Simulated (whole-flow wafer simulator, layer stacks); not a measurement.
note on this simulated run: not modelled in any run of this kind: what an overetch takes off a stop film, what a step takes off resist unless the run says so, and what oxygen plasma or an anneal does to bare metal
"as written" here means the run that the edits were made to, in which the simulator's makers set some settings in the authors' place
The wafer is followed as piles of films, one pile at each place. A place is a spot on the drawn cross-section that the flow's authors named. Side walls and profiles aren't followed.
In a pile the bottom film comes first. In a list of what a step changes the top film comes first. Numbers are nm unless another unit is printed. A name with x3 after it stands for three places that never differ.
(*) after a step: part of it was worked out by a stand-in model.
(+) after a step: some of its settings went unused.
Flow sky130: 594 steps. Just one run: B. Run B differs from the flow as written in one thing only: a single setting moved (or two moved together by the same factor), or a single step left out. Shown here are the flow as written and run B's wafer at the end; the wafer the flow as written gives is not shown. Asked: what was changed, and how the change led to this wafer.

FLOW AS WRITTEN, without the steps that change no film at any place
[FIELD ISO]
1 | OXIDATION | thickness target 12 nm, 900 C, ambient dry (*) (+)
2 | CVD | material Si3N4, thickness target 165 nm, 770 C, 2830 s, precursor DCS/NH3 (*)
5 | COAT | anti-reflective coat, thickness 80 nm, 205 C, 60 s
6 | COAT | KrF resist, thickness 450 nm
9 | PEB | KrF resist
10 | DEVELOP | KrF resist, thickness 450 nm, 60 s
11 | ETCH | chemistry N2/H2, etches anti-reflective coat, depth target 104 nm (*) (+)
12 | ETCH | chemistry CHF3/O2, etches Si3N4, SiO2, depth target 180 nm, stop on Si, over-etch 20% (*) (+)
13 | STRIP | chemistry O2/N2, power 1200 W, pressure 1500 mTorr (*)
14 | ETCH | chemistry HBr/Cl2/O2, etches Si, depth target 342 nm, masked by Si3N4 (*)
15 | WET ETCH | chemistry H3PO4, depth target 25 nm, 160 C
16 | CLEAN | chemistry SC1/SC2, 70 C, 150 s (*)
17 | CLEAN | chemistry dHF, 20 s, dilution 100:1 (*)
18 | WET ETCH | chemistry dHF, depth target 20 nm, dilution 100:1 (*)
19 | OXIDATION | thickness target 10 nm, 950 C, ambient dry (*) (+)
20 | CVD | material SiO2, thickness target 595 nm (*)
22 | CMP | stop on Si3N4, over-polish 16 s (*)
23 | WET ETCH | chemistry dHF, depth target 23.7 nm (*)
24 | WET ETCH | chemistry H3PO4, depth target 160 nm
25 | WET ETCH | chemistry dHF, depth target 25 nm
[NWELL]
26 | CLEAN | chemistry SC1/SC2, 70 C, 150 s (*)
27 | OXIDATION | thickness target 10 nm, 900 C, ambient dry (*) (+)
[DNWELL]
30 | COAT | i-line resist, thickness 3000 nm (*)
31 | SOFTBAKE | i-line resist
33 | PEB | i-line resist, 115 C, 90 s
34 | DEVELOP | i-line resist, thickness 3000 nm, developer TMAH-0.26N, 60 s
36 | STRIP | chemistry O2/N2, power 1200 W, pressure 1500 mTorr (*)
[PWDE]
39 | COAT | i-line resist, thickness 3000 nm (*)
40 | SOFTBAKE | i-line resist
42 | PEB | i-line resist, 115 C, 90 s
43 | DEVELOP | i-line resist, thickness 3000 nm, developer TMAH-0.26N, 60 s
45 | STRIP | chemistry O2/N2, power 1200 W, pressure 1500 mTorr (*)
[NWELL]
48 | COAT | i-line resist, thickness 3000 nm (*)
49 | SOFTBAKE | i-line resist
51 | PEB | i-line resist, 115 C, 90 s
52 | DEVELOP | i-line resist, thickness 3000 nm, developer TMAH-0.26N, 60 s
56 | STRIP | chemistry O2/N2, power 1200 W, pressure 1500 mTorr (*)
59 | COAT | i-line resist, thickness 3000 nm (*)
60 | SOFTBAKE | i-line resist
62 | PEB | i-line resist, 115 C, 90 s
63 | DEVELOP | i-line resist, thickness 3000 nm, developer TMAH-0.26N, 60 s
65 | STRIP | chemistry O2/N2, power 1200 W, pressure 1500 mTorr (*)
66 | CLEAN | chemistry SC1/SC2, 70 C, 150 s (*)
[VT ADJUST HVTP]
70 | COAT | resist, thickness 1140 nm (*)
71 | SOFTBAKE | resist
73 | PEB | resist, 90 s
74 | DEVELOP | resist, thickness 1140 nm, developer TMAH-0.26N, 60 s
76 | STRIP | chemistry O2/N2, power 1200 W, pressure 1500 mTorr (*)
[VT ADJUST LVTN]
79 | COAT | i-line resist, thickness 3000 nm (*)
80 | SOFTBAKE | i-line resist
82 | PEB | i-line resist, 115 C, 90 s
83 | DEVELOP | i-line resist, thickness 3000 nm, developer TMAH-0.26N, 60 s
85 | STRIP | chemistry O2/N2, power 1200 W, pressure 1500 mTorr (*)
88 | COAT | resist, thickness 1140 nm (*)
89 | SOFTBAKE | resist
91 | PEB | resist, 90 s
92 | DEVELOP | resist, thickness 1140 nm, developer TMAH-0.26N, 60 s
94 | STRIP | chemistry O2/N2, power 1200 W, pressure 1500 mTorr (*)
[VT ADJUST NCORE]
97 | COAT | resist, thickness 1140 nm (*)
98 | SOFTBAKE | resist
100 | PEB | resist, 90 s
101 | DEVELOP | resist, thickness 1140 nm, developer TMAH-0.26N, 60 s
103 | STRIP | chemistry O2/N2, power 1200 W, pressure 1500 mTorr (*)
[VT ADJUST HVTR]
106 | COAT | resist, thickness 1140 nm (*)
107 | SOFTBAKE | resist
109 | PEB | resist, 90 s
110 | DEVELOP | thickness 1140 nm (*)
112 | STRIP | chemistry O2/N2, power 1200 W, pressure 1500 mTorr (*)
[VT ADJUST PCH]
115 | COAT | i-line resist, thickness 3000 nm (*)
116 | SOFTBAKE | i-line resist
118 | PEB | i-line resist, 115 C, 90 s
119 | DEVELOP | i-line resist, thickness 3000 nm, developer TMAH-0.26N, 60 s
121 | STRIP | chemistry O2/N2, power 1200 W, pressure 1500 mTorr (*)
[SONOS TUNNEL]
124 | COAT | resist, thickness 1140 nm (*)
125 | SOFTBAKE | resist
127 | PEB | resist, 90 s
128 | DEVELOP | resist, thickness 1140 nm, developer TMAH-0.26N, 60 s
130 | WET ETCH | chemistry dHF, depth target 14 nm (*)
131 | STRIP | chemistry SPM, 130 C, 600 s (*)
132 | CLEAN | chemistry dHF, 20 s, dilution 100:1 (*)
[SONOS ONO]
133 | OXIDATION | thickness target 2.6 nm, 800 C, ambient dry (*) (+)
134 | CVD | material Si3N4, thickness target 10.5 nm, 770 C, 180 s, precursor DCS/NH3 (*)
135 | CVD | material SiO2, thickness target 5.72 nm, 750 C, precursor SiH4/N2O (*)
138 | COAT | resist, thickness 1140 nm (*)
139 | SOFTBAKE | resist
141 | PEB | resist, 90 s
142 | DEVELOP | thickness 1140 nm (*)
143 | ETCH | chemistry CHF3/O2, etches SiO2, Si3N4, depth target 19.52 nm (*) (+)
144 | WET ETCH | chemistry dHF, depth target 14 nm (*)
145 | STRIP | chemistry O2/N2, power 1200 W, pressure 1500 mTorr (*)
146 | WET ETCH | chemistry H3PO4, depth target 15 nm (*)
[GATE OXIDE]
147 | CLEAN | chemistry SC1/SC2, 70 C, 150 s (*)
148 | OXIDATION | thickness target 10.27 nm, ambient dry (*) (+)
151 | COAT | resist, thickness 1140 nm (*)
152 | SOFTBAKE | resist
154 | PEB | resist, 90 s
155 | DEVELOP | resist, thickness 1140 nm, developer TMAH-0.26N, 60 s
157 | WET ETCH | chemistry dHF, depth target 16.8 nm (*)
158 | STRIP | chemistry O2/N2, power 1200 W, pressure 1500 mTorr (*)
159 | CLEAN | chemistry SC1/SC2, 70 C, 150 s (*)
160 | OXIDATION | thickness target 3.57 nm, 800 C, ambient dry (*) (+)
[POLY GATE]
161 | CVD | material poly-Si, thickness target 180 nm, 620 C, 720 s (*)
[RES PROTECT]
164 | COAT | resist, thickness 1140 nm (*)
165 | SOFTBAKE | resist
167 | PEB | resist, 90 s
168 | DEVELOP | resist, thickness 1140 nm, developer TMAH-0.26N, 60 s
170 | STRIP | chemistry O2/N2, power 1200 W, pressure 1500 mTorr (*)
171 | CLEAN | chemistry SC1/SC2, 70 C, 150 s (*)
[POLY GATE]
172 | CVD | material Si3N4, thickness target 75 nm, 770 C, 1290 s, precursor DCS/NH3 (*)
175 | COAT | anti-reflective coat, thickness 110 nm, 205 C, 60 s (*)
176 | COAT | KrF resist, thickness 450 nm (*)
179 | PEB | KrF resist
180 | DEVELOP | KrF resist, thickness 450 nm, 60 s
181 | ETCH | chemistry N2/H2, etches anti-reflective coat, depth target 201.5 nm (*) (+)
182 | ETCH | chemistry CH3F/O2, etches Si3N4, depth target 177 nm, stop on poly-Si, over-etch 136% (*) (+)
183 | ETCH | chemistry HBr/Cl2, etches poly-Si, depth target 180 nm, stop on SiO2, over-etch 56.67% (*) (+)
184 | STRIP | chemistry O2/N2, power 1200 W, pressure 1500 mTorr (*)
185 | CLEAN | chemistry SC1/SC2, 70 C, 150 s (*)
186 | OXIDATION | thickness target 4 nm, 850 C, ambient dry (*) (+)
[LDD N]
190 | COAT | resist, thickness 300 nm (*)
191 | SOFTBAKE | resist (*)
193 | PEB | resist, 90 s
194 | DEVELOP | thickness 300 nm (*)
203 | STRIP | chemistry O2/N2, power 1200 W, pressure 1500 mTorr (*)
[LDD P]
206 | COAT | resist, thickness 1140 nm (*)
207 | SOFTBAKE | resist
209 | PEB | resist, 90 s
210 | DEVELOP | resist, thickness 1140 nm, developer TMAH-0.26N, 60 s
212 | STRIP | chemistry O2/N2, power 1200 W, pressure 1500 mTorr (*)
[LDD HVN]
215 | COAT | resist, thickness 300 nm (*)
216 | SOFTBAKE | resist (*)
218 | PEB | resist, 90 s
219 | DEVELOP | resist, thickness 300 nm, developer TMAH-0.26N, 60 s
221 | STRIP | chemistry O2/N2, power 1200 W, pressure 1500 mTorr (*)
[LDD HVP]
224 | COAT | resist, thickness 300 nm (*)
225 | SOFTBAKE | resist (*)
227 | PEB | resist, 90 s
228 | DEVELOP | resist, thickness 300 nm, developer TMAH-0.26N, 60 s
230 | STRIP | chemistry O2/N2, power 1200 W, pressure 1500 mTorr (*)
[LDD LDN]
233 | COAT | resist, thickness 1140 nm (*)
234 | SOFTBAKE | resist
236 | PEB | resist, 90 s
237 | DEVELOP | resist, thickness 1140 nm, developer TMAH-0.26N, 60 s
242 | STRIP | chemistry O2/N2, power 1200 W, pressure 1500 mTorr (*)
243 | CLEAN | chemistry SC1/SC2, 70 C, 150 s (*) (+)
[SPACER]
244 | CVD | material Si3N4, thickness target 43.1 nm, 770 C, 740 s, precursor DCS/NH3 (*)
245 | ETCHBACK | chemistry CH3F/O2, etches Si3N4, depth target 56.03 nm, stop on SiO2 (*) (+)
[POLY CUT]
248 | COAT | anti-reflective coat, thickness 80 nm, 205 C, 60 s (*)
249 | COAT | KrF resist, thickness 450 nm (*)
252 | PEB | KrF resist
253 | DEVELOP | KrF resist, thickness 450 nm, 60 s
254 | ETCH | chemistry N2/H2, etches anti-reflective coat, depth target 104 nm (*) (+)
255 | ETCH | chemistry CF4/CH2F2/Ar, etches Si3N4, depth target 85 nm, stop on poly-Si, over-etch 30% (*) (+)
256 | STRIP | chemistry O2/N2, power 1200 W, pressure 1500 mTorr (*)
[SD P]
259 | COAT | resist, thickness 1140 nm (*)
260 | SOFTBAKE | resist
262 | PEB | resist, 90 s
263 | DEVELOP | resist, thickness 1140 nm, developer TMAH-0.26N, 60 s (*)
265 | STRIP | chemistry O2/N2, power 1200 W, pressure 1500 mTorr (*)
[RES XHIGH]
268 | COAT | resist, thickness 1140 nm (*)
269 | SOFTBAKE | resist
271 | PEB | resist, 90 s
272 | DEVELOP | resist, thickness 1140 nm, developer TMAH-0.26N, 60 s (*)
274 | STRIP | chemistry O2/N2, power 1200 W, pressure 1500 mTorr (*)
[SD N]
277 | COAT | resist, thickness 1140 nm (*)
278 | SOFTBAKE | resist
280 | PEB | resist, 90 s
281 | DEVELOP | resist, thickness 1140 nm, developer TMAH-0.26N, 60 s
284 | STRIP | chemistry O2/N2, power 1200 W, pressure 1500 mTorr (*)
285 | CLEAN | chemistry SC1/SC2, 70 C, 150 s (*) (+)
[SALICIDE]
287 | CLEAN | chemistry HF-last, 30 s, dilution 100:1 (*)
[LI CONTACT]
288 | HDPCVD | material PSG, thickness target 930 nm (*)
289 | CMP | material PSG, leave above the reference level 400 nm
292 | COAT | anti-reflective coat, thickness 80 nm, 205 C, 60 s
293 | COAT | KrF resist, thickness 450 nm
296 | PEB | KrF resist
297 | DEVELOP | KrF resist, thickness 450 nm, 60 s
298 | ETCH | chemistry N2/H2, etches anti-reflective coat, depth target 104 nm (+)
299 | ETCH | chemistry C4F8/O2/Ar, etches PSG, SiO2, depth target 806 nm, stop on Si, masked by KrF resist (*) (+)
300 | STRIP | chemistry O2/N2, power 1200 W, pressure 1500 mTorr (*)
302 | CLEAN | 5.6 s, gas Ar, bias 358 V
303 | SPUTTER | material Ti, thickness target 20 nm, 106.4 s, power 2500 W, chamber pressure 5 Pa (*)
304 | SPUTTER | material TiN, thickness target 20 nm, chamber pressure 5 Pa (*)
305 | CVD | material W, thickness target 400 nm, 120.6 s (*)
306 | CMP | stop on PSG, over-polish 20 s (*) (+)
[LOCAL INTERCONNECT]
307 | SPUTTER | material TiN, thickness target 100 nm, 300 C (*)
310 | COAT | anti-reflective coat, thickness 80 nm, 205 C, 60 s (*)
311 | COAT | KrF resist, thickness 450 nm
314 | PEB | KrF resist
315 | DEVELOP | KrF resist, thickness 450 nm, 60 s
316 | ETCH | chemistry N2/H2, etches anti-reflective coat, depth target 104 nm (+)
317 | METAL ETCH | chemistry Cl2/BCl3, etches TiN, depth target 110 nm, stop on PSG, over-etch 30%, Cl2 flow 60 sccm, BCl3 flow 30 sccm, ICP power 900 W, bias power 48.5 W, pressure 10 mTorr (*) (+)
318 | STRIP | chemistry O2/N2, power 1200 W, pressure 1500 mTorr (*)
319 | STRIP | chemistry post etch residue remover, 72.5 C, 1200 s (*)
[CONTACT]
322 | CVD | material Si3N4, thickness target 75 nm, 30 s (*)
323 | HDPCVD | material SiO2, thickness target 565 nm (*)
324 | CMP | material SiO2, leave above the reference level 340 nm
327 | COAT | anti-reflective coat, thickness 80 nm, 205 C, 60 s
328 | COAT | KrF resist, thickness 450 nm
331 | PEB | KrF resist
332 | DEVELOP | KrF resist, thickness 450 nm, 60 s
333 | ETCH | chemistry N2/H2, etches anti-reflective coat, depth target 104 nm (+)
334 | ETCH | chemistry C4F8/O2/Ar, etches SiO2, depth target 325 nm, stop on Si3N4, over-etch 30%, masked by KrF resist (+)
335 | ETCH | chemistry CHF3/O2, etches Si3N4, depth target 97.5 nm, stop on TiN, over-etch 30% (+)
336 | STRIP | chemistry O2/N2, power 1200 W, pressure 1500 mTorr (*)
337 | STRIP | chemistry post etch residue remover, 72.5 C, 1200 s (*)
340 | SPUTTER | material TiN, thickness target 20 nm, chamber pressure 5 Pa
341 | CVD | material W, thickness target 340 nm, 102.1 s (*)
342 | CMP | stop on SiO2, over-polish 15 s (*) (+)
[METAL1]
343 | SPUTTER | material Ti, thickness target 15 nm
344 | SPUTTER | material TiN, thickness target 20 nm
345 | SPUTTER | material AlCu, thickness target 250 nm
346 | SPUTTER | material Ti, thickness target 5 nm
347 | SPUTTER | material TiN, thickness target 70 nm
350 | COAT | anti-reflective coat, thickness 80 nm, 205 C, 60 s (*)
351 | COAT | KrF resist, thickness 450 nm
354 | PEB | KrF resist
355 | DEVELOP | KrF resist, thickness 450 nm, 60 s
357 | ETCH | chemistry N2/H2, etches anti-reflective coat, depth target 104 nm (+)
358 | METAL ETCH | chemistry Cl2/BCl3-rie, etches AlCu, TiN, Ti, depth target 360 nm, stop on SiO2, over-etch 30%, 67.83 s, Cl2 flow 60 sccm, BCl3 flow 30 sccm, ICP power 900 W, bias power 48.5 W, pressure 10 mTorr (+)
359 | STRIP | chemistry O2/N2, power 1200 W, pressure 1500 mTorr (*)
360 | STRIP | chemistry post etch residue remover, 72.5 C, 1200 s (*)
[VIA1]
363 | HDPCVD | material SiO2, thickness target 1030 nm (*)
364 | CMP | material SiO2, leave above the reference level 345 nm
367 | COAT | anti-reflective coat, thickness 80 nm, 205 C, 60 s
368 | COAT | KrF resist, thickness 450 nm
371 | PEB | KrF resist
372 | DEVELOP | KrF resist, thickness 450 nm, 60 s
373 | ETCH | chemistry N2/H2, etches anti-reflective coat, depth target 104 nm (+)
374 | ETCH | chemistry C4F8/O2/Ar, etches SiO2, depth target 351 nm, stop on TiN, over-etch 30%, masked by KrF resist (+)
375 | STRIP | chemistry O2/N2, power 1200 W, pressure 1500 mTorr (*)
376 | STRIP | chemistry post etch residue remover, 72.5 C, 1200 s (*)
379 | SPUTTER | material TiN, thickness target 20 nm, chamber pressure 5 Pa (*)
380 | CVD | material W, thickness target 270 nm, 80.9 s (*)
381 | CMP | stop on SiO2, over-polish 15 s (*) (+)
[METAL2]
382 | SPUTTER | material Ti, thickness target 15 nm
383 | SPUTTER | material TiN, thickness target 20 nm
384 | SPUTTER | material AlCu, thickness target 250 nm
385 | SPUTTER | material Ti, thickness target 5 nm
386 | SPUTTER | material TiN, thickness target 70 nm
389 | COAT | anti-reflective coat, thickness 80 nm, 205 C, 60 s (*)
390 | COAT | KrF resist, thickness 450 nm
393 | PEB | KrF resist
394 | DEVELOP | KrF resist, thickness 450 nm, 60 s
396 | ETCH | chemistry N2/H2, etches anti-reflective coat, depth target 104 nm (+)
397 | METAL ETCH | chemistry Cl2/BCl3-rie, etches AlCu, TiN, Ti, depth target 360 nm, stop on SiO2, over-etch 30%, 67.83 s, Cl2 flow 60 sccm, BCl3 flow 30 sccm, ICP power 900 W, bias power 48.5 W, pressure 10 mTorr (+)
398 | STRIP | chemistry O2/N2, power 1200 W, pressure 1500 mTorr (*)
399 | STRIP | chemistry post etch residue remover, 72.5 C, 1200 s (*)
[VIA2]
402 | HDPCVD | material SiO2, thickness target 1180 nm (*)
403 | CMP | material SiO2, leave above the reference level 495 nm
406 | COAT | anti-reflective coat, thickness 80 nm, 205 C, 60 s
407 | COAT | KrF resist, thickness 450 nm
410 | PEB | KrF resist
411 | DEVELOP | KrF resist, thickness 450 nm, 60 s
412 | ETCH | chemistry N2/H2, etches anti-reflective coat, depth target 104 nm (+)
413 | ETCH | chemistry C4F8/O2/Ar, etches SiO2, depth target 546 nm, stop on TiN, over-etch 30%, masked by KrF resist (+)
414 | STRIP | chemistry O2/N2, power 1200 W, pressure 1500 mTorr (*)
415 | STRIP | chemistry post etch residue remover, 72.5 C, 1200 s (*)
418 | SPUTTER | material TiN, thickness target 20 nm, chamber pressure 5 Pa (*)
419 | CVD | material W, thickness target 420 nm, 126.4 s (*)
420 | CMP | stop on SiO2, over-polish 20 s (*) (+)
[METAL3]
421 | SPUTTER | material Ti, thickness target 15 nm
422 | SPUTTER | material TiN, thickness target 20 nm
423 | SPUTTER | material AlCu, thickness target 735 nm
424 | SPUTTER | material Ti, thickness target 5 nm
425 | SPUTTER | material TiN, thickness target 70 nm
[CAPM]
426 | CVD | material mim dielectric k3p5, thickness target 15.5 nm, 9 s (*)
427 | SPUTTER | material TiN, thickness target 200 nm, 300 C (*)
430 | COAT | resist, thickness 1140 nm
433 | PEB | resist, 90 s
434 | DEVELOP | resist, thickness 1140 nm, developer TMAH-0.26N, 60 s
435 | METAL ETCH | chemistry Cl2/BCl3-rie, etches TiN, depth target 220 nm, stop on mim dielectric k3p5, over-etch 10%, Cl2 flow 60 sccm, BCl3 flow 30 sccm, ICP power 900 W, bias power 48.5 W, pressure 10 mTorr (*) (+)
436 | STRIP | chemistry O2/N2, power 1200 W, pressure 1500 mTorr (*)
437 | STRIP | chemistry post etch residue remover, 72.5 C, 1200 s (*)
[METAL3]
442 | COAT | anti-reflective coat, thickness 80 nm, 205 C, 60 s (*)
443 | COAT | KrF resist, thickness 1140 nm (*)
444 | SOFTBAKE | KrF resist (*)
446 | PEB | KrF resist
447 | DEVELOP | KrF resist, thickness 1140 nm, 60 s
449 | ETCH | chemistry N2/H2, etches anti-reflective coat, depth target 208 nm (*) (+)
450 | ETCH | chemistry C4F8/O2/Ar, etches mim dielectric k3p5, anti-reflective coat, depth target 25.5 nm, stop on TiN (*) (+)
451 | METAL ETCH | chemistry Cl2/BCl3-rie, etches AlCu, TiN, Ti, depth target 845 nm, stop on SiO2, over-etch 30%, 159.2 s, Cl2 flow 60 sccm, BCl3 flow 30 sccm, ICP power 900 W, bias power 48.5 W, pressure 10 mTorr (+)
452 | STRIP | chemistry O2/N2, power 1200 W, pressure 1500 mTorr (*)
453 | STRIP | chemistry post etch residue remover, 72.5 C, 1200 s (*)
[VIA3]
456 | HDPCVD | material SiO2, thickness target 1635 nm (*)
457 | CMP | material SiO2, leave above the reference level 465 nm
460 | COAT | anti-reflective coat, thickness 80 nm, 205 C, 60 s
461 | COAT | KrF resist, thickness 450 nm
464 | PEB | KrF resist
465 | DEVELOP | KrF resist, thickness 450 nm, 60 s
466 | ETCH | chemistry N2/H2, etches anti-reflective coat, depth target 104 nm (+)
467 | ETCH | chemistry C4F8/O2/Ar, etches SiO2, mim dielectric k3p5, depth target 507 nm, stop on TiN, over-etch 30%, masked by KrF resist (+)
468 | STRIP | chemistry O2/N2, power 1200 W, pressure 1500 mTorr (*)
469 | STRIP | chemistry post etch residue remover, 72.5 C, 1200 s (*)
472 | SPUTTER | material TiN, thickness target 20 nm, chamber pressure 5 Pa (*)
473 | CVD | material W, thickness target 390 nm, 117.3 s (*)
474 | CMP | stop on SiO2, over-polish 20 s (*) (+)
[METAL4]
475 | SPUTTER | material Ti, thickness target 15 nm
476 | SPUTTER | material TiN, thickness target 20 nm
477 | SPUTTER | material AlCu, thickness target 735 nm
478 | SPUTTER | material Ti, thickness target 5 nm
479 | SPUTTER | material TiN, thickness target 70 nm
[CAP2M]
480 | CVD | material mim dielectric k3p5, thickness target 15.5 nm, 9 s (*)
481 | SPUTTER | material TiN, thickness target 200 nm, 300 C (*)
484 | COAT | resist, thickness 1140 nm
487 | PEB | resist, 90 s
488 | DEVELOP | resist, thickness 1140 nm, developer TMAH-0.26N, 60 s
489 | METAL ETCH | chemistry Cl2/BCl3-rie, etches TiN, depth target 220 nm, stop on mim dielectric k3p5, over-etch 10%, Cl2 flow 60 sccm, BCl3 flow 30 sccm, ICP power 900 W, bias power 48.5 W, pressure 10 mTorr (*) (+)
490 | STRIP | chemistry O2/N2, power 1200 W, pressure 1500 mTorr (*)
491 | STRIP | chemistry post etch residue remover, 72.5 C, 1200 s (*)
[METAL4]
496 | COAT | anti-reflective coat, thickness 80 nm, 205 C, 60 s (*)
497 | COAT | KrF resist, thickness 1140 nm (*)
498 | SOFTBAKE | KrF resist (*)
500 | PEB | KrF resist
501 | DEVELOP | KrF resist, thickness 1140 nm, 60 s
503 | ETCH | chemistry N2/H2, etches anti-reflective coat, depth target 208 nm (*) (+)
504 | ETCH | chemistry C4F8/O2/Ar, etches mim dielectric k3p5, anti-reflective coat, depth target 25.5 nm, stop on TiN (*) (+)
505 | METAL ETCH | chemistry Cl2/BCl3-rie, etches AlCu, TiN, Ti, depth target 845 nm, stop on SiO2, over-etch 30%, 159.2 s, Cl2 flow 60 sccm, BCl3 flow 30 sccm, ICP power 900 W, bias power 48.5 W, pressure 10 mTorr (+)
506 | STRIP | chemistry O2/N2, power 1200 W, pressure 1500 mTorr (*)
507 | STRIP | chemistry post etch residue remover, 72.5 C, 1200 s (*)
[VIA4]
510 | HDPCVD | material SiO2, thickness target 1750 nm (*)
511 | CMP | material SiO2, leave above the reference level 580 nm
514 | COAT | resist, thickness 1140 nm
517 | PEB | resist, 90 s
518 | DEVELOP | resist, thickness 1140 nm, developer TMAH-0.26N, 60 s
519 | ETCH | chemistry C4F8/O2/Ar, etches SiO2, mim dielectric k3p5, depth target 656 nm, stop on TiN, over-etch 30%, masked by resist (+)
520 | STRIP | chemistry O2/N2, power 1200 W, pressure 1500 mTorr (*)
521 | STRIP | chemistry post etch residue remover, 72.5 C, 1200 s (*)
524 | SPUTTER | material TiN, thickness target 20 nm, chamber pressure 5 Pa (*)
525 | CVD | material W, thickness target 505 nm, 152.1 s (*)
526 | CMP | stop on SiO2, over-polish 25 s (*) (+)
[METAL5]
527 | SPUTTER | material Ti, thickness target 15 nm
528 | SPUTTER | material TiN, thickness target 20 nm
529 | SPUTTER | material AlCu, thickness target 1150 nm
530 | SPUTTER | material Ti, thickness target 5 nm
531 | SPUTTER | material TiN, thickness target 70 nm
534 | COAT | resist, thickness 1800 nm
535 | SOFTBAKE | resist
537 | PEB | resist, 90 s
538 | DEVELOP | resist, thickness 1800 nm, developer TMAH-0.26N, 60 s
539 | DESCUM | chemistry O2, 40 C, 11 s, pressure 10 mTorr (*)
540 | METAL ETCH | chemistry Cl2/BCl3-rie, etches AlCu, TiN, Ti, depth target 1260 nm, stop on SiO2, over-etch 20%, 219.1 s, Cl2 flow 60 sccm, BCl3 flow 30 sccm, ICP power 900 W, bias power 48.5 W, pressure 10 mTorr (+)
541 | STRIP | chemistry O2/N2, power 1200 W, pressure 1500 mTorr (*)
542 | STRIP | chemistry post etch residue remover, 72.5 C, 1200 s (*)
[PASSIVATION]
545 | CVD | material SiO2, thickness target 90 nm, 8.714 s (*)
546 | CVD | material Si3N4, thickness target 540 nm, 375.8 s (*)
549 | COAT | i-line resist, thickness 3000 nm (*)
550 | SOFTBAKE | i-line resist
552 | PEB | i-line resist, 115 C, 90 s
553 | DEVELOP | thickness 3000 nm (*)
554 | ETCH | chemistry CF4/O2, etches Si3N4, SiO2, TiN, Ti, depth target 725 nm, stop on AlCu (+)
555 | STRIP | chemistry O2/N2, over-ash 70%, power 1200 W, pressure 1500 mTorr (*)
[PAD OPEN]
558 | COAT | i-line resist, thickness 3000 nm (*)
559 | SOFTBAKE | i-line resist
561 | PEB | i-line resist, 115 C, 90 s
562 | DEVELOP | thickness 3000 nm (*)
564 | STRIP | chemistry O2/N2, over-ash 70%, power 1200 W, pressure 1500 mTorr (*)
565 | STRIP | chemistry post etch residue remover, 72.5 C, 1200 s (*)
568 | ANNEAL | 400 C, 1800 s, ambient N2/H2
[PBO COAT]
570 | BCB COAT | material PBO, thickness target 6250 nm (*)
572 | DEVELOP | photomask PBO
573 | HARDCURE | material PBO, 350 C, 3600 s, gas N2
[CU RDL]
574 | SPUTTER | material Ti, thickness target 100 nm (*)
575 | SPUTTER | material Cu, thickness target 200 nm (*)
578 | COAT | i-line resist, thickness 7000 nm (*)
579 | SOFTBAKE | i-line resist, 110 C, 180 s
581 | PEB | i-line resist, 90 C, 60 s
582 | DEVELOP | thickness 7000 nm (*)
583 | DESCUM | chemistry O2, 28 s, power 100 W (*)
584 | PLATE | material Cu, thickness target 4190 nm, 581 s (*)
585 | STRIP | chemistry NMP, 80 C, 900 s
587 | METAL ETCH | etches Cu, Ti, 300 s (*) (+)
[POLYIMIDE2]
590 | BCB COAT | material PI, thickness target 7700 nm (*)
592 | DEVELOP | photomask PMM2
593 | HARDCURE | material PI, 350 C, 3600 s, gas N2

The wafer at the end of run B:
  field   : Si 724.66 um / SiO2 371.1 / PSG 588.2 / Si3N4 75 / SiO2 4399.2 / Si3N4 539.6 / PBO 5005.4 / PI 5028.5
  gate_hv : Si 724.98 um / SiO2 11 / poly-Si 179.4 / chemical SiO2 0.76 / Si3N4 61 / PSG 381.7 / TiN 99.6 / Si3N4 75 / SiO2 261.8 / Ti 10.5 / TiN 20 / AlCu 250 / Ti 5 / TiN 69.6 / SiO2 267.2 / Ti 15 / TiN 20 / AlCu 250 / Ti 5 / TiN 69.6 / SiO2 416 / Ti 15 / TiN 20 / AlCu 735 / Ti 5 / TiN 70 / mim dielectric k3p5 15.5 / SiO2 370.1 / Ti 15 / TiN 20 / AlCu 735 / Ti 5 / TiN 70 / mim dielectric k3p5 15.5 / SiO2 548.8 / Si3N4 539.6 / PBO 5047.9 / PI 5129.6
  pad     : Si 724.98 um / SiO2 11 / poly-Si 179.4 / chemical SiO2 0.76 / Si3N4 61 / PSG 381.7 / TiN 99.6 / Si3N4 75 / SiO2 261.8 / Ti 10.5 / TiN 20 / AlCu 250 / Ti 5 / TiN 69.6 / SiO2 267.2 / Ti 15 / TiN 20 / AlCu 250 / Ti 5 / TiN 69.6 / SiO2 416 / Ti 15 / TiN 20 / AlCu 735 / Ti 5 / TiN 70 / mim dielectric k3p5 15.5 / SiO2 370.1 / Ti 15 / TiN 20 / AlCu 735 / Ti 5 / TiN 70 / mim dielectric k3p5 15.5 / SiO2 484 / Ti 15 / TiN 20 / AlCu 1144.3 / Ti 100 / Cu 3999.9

What caused this: step 343, SPUTTER: thickness target 10.5 nm was run, though the flow has thickness target 15 nm.
The wafer itself shows it: gate_hv has Ti 10.5, and step 343 as written asks for 15 nm.

How this came from the change, step by step:
  343 | SPUTTER | material Ti, thickness target 15 nm
      field, active, n_well and 188 more: +10.5 Ti (new film) (in the flow as written it would be: +15 Ti (new film))
  358 | METAL ETCH | chemistry Cl2/BCl3-rie, etches AlCu, TiN, Ti, depth target 360 nm, stop on SiO2, over-etch 30%, 67.83 s, Cl2 flow 60 sccm, BCl3 flow 30 sccm, ICP power 900 W, bias power 48.5 W, pressure 10 mTorr (+)
      field, active, gate and 81 more: -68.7 TiN (all of it), -5 Ti (all of it), -250 AlCu (all of it), -20 TiN (all of it), -10.5 Ti (all of it), -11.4 SiO2 (in the flow as written it would be: -68.7 TiN (all of it), -5 Ti (all of it), -250 AlCu (all of it), -20 TiN (all of it), -15 Ti (all of it), -10.9 SiO2)
